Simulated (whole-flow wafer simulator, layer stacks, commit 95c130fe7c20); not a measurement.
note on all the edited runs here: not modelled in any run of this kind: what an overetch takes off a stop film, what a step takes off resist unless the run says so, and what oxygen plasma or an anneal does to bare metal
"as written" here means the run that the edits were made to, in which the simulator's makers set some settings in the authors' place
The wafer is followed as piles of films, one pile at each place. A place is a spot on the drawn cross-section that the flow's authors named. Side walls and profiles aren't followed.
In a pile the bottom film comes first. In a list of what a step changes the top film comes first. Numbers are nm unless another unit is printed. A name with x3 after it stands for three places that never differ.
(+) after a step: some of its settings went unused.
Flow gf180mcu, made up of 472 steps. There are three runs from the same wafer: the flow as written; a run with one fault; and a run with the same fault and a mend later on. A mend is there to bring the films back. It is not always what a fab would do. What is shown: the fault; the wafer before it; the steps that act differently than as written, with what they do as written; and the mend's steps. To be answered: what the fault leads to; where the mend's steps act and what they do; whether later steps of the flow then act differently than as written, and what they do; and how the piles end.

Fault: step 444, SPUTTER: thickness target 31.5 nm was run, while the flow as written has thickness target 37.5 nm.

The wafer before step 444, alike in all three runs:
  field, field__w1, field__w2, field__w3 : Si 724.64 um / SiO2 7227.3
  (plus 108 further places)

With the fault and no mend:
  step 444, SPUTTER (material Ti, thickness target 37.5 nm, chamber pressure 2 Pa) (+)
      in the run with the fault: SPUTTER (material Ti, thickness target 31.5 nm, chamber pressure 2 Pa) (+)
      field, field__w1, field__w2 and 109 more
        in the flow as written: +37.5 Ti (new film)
        in the run with the fault: +31.5 Ti (new film)
  Steps later in the flow that act otherwise than as written (not shown: 5 more steps that differ only slightly, by at most 2% or 0.5 nm, whichever is larger):
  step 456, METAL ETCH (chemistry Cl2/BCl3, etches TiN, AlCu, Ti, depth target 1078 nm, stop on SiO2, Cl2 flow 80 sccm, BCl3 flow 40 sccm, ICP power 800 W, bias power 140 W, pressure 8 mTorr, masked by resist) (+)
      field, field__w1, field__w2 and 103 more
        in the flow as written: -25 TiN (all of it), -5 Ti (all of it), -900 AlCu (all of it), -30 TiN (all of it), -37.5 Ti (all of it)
        in the run with the fault: -25 TiN (all of it), -5 Ti (all of it), -900 AlCu (all of it), -30 TiN (all of it), -31.5 Ti (all of it)
  By the end, the piles at field__w8, contact, m1, m1__w1, pad, m1_nw depart from the flow's by more than 2% or 0.5 nm, whichever is larger.
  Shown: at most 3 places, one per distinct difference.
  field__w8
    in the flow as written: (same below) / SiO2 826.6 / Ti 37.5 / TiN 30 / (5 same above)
    in the run with the fault: (same below) / SiO2 826.6 / Ti 31.5 / TiN 30 / (5 same above)
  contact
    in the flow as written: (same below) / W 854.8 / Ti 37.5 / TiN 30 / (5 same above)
    in the run with the fault: (same below) / W 854.8 / Ti 31.5 / TiN 30 / (5 same above)
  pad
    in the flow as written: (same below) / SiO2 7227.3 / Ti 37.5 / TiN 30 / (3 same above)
    in the run with the fault: (same below) / SiO2 7227.3 / Ti 31.5 / TiN 30 / (3 same above)

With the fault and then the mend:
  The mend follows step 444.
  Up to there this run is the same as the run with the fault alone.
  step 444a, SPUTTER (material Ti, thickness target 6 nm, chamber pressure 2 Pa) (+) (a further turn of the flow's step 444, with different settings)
      field, field__w1, field__w2 and 109 more
        +6 Ti
  None of the later steps of the flow acts differently than as written at any place that is followed.
  The piles end the same as the flow's at every place that both follow.
